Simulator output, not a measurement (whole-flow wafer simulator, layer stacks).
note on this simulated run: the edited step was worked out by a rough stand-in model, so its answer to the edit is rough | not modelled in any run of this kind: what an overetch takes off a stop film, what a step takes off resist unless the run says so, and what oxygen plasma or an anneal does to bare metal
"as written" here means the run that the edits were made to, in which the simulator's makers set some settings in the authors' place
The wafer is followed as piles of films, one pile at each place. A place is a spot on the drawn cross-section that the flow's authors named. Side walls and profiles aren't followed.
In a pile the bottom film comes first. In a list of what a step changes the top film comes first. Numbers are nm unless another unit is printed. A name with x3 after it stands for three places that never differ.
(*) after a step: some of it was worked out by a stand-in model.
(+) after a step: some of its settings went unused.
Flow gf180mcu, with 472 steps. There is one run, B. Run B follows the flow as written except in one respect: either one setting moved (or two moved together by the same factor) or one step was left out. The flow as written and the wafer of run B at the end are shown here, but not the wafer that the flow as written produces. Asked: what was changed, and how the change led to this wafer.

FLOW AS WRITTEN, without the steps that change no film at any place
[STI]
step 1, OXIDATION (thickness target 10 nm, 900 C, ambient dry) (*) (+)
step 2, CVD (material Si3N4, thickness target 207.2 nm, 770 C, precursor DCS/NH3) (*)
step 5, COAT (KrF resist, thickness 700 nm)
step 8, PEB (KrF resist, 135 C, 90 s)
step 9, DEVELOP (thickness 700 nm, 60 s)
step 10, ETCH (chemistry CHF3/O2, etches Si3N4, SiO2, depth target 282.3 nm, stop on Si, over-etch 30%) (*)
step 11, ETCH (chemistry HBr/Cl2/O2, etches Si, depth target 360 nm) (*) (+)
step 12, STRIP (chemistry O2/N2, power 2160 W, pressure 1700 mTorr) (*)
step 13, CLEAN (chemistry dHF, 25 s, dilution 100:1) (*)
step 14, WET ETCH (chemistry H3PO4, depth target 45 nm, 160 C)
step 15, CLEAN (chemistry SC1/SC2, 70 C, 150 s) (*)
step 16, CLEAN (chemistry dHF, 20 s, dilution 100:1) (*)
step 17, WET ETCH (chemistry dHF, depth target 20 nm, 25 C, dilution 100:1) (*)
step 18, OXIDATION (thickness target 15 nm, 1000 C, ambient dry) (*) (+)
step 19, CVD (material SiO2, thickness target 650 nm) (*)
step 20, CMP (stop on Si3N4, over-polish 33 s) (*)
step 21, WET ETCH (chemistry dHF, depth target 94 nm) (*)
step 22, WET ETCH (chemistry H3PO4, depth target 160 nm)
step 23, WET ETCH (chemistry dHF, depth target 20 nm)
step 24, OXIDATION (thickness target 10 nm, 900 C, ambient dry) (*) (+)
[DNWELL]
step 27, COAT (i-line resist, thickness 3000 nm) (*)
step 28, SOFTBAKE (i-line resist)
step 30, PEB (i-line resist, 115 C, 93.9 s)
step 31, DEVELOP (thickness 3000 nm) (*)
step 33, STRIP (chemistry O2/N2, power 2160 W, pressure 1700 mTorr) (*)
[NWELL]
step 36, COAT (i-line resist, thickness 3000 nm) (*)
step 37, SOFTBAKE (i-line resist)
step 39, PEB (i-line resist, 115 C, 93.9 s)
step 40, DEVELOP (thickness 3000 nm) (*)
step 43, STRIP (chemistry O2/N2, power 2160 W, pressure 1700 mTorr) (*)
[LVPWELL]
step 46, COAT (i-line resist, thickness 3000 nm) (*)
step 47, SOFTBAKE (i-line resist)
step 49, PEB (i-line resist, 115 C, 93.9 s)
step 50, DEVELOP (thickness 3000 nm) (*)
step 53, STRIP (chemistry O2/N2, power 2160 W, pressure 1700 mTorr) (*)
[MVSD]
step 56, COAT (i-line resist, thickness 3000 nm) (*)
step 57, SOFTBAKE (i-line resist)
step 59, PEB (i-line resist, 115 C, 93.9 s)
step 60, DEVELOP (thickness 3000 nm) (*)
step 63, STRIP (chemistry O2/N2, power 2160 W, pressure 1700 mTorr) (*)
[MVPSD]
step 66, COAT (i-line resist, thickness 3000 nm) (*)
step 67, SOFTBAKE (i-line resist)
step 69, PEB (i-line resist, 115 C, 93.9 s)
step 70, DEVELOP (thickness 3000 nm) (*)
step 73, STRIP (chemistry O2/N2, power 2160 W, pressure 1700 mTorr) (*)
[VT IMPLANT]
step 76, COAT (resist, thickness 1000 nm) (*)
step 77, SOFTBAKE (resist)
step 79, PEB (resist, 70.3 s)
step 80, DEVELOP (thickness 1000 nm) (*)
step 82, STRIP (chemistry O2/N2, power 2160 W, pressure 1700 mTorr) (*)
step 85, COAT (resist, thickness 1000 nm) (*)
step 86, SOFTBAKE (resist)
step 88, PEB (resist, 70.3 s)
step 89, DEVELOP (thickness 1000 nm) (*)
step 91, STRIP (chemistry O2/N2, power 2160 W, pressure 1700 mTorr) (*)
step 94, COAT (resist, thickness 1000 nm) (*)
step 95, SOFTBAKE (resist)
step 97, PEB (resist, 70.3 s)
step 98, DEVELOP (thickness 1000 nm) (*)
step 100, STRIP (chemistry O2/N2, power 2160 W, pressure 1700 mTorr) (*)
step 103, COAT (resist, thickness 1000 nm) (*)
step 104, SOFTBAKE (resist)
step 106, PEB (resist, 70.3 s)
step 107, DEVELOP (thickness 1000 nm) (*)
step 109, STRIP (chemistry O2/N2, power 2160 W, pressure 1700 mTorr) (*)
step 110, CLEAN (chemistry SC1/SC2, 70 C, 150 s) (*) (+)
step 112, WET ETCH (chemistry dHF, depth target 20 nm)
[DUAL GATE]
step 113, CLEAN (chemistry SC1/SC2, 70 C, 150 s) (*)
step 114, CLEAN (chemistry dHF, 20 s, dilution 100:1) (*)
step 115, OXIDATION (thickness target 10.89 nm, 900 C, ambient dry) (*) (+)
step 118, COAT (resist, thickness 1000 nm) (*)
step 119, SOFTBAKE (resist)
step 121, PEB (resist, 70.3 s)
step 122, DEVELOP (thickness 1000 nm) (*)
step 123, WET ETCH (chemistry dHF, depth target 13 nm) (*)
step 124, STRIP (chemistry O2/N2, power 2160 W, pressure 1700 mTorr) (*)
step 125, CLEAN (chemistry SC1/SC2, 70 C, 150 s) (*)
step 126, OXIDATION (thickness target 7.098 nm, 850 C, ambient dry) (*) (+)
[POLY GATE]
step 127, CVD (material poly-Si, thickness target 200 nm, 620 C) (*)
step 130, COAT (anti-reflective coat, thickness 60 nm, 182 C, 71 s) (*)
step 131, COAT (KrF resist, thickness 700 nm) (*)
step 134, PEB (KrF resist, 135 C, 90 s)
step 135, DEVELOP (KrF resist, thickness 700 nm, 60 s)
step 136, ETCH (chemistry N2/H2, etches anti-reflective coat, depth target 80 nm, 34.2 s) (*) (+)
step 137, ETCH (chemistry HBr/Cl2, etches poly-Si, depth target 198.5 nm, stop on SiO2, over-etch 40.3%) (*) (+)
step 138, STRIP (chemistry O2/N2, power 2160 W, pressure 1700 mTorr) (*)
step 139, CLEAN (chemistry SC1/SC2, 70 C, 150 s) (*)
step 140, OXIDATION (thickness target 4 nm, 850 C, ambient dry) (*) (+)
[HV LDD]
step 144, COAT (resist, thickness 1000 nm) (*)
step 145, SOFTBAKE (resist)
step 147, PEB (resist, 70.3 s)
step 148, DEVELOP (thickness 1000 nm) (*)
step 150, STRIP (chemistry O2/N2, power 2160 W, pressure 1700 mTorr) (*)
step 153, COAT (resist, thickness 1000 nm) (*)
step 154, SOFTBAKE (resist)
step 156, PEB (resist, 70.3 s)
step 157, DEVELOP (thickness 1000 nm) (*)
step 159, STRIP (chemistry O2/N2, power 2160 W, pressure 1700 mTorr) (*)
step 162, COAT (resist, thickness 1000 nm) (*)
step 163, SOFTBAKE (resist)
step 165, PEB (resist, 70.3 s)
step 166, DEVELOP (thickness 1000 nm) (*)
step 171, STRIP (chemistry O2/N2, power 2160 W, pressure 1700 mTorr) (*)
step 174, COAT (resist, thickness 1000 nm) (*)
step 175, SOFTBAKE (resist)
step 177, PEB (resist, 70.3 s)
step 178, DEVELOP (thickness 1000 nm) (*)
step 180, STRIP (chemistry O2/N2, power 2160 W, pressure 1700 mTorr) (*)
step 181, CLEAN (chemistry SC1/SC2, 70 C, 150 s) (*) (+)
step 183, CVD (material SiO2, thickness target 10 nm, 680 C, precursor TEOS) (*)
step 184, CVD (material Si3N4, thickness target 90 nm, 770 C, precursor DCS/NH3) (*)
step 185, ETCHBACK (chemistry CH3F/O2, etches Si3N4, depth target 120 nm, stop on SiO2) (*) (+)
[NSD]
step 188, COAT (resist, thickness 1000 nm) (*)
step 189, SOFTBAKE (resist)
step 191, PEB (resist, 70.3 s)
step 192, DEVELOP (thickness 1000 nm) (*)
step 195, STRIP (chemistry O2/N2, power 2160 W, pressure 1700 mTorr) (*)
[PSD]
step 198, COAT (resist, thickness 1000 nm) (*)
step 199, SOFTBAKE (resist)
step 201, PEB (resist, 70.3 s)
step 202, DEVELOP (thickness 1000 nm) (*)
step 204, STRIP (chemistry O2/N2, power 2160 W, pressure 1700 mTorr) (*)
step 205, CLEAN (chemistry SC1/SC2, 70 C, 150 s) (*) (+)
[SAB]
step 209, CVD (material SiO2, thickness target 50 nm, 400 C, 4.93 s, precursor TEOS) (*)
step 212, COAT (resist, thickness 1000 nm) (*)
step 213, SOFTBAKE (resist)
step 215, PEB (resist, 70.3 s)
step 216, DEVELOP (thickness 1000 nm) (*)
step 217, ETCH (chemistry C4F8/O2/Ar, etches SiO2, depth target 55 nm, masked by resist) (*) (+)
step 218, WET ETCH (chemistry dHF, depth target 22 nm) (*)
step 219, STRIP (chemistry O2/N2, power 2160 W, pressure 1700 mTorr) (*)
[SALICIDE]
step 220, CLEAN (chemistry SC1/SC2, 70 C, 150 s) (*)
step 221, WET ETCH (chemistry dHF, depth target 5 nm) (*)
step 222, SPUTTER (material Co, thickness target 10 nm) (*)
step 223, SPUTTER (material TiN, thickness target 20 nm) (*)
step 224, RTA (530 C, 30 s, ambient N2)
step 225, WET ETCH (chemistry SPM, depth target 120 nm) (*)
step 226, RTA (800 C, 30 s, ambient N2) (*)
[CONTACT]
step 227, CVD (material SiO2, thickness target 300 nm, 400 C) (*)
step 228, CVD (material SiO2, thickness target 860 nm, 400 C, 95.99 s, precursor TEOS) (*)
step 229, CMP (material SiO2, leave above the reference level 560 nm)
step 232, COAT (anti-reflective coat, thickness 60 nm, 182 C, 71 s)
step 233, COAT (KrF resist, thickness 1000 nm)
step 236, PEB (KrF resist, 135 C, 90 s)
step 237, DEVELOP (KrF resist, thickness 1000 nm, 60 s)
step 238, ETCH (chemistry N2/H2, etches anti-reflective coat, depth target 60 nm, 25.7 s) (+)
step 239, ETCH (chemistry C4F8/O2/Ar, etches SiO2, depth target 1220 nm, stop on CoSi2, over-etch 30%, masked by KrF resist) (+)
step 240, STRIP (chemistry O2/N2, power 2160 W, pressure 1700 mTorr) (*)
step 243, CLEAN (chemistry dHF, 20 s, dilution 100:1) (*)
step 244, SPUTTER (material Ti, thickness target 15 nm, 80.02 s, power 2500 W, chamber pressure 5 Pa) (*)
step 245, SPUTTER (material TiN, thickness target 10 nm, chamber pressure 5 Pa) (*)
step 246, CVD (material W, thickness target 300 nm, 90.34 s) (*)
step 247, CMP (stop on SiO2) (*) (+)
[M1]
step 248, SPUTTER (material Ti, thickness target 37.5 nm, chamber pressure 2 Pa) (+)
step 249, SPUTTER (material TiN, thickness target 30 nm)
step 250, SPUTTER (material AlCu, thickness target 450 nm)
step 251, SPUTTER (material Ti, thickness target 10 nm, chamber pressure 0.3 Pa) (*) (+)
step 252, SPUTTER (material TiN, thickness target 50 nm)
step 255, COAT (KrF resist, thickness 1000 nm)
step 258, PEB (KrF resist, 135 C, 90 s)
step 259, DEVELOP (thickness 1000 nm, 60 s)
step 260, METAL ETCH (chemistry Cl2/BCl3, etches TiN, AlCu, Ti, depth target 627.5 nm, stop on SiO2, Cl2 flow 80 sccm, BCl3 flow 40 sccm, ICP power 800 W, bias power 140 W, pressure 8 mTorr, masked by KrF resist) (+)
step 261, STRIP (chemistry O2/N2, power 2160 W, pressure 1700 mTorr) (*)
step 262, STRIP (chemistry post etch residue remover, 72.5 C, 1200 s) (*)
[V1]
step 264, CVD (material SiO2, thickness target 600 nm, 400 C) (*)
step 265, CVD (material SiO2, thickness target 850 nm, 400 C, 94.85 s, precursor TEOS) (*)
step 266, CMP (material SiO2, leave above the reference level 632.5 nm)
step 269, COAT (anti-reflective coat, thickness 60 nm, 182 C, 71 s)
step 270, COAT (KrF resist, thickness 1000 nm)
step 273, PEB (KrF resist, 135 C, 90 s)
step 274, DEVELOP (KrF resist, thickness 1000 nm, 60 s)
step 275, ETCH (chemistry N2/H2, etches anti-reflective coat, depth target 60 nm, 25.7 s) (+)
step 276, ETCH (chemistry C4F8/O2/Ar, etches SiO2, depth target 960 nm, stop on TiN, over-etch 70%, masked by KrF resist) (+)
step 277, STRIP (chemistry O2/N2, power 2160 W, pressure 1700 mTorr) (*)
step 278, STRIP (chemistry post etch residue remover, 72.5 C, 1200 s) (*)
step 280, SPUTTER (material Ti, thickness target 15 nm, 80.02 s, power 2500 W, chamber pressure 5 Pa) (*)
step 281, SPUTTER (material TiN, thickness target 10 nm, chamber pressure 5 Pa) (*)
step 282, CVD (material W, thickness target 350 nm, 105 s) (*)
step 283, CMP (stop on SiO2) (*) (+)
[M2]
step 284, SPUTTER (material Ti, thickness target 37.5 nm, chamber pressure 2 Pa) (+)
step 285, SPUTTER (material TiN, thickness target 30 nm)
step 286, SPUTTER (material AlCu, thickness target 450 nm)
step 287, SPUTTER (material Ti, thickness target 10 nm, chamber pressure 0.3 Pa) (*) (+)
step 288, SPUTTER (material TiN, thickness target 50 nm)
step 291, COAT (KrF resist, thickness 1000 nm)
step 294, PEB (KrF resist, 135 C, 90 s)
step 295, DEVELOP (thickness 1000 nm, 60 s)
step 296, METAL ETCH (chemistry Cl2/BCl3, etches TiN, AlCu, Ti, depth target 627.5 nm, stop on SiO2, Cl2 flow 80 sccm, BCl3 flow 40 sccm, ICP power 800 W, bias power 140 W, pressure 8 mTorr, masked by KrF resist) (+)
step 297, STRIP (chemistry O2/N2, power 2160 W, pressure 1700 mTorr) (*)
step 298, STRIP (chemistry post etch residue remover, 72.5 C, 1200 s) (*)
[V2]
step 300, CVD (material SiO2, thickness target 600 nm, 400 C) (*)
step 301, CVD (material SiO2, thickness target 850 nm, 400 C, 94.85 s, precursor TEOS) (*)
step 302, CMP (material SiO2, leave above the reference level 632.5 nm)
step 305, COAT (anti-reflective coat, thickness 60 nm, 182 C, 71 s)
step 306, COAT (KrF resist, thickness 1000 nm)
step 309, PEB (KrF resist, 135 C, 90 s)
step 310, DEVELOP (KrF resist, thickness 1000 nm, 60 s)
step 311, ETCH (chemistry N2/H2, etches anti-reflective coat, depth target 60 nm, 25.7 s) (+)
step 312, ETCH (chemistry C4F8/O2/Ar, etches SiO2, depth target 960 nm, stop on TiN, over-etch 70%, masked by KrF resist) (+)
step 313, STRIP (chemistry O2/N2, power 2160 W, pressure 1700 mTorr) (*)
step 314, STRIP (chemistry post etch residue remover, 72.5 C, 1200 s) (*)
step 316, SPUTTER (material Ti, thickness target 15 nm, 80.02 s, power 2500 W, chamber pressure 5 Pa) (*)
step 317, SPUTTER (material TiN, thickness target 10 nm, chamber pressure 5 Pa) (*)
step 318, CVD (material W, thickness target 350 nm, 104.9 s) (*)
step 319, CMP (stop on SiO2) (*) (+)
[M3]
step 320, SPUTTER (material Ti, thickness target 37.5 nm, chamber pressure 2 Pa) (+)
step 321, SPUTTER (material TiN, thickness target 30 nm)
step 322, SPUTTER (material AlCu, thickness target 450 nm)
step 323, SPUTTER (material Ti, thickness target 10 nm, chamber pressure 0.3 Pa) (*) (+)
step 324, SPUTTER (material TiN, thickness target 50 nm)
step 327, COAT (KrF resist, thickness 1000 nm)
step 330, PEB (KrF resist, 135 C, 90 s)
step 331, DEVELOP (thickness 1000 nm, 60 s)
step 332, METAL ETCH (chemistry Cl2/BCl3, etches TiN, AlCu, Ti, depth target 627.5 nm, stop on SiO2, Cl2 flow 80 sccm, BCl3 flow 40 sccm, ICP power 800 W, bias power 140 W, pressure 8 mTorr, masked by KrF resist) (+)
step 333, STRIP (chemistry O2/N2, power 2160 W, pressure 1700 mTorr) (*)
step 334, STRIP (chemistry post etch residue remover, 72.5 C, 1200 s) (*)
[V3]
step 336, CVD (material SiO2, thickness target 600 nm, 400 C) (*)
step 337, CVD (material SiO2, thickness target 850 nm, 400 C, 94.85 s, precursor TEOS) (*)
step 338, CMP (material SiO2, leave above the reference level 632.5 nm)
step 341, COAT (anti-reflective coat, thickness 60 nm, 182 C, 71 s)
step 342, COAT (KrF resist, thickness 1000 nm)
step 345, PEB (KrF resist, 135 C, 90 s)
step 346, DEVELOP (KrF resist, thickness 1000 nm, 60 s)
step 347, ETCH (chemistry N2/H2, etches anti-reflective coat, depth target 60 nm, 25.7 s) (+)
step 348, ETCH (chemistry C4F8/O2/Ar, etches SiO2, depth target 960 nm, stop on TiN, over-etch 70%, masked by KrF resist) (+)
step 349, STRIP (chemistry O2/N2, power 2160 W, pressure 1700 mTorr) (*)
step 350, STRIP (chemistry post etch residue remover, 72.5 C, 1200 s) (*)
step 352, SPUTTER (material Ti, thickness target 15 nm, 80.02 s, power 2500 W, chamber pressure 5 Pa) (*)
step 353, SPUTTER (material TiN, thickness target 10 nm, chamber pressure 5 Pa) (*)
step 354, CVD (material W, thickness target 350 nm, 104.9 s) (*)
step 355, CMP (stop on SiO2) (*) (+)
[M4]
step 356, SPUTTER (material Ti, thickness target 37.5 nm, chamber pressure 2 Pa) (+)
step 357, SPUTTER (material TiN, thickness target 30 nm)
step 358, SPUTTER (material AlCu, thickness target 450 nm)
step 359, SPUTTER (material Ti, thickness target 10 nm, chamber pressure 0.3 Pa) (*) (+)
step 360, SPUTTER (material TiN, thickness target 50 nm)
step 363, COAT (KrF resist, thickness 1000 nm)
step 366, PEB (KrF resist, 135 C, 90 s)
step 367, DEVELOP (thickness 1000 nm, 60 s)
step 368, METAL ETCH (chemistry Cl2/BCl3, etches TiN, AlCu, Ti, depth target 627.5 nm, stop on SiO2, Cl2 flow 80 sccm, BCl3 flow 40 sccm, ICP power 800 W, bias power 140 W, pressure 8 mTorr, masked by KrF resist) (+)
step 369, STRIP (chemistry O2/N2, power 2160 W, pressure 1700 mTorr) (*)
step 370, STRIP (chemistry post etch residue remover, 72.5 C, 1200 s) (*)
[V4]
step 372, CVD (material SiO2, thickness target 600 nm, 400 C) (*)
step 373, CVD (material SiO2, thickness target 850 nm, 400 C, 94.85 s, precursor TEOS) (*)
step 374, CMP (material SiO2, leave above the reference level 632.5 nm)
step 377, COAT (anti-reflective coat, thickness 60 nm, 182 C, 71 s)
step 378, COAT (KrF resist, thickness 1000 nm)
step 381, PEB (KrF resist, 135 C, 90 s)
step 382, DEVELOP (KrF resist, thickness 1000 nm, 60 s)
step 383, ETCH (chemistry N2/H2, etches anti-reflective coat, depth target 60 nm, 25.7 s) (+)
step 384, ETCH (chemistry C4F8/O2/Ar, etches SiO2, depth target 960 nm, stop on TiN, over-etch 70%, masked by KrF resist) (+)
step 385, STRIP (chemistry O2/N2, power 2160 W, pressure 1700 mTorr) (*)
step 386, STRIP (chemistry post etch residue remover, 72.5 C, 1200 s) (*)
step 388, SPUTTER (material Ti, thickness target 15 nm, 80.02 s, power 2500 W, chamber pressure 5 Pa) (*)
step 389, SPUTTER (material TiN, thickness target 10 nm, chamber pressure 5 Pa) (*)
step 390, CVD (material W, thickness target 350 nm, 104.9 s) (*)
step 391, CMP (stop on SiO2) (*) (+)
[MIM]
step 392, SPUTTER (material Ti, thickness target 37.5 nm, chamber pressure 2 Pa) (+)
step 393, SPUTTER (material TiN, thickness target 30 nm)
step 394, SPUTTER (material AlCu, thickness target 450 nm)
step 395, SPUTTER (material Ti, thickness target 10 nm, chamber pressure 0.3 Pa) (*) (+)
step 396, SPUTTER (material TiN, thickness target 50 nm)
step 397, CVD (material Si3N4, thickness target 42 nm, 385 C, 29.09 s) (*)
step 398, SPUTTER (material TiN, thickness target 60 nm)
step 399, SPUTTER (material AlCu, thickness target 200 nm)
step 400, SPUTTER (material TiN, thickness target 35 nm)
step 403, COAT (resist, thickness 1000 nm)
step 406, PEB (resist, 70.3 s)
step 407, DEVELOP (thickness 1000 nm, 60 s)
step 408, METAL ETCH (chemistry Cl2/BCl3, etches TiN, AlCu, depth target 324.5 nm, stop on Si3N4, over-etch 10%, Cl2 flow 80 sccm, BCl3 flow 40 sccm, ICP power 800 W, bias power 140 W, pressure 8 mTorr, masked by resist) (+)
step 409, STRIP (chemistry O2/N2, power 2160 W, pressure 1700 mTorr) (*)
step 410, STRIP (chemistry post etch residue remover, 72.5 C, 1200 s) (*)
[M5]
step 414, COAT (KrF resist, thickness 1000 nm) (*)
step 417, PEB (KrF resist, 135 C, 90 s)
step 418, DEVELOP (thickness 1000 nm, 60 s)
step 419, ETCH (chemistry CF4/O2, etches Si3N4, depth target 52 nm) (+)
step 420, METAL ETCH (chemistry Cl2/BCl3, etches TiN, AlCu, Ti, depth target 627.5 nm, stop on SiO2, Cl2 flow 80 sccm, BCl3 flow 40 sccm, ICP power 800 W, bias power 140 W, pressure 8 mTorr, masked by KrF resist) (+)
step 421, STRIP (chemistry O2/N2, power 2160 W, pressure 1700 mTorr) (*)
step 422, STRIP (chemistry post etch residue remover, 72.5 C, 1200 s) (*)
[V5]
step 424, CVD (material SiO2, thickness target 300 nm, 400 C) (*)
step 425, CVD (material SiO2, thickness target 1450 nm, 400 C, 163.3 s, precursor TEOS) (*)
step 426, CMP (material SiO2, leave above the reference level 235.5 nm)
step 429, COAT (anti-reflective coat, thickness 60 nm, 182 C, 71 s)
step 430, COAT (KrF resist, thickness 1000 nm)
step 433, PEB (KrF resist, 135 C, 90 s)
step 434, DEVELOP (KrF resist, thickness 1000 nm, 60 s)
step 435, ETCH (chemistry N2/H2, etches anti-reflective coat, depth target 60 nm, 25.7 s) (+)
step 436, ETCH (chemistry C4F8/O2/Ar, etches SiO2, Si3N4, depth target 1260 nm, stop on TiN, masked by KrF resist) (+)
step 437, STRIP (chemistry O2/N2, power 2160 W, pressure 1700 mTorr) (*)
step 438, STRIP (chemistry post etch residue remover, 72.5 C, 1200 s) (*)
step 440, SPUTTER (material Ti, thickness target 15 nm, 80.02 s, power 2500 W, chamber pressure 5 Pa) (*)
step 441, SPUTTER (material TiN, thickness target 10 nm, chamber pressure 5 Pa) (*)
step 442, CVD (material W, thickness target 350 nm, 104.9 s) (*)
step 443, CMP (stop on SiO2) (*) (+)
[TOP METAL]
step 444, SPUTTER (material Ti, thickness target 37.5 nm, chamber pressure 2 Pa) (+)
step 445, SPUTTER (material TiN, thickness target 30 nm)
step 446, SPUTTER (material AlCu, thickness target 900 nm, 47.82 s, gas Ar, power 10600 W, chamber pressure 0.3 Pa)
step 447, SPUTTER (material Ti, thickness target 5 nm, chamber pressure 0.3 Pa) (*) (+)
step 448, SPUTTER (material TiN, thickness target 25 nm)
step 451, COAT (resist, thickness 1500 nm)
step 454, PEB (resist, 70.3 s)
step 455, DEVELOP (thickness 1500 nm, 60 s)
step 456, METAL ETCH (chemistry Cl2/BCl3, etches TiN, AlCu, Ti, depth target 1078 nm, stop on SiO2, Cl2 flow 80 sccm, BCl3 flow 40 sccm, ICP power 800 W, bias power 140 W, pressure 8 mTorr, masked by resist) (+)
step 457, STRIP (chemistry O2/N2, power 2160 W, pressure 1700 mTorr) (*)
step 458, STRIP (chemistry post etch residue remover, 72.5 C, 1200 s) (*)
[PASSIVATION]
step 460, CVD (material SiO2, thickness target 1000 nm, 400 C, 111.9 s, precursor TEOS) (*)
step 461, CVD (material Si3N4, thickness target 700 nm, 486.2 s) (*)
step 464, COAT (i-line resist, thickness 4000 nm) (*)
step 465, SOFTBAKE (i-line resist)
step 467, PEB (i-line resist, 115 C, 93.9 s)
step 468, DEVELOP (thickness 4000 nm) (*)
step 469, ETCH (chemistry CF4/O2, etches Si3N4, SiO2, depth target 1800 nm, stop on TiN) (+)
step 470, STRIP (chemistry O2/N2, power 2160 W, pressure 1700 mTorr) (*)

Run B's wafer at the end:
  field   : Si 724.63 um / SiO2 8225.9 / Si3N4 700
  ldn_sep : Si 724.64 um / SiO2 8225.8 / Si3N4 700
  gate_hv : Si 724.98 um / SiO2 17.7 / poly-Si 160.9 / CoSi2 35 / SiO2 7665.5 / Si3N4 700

What caused this: step 126, OXIDATION: thickness target 11.14 nm was run, though the flow has thickness target 7.098 nm.

How this came from the change, step by step:
  step 126, OXIDATION (thickness target 7.098 nm, 850 C, ambient dry) (*) (+)
      gate_hv, active_hv, active_nat and 25 more: +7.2 SiO2, -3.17 Si (as written it would have been: +3.72 SiO2, -1.64 Si)
      active, n_well, p_well and 12 more: +11.1 SiO2 (new film), -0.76 chemical SiO2 (all of it), -4.57 Si (as written it would have been: +7.1 SiO2 (new film), -0.76 chemical SiO2 (all of it), -2.79 Si)
      (and at 49 other places as well)
  step 130, COAT (anti-reflective coat, thickness 60 nm, 182 C, 71 s) (*)
      p_well, spacer, sd_n: +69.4 anti-reflective coat (new film) (as written it would have been: +70.9 anti-reflective coat (new film))
      nplus_u: +65.4 anti-reflective coat (new film) (as written it would have been: +66.8 anti-reflective coat (new film))
      (and at 1 other place as well)
  step 136, ETCH (chemistry N2/H2, etches anti-reflective coat, depth target 80 nm, 34.2 s) (*) (+)
      p_well, spacer, sd_n: -69.4 anti-reflective coat (all of it), -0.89 poly-Si (as written it would have been: -70.9 anti-reflective coat (all of it), -0.85 poly-Si)
      nplus_u: -65.4 anti-reflective coat (all of it), -0.99 poly-Si (as written it would have been: -66.8 anti-reflective coat (all of it), -0.95 poly-Si)
      (and at 1 other place as well)
  step 189, SOFTBAKE (resist)
      active_hv: -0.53 resist (as written it would have been: +2.68 resist)
      nw_enc_fld_lv__w3: -1.6 resist (as written it would have been: +2.11 resist)
      (and at 1 other place as well)
  step 199, SOFTBAKE (resist)
      active_hv: -0.53 resist (as written it would have been: +2.68 resist)
      nw_enc_fld_lv__w3: -1.6 resist (as written it would have been: +2.11 resist)
      (and at 1 other place as well)
  step 218, WET ETCH (chemistry dHF, depth target 22 nm) (*)
      active, p_well, sd_n, iso_ptap_pw, iso_ntap_nw, iso_ptap_sub, vpnp_e: -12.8 SiO2 (all of it) (as written it would have been: -9.01 SiO2 (all of it))
      ldn_tap, ldn_src, ldn_drn, ldp_tap, ldp_src, ldp_drn, ldp_gr: -19.3 SiO2 (all of it) (as written it would have been: -16 SiO2 (all of it))
      (and at 9 other places as well)
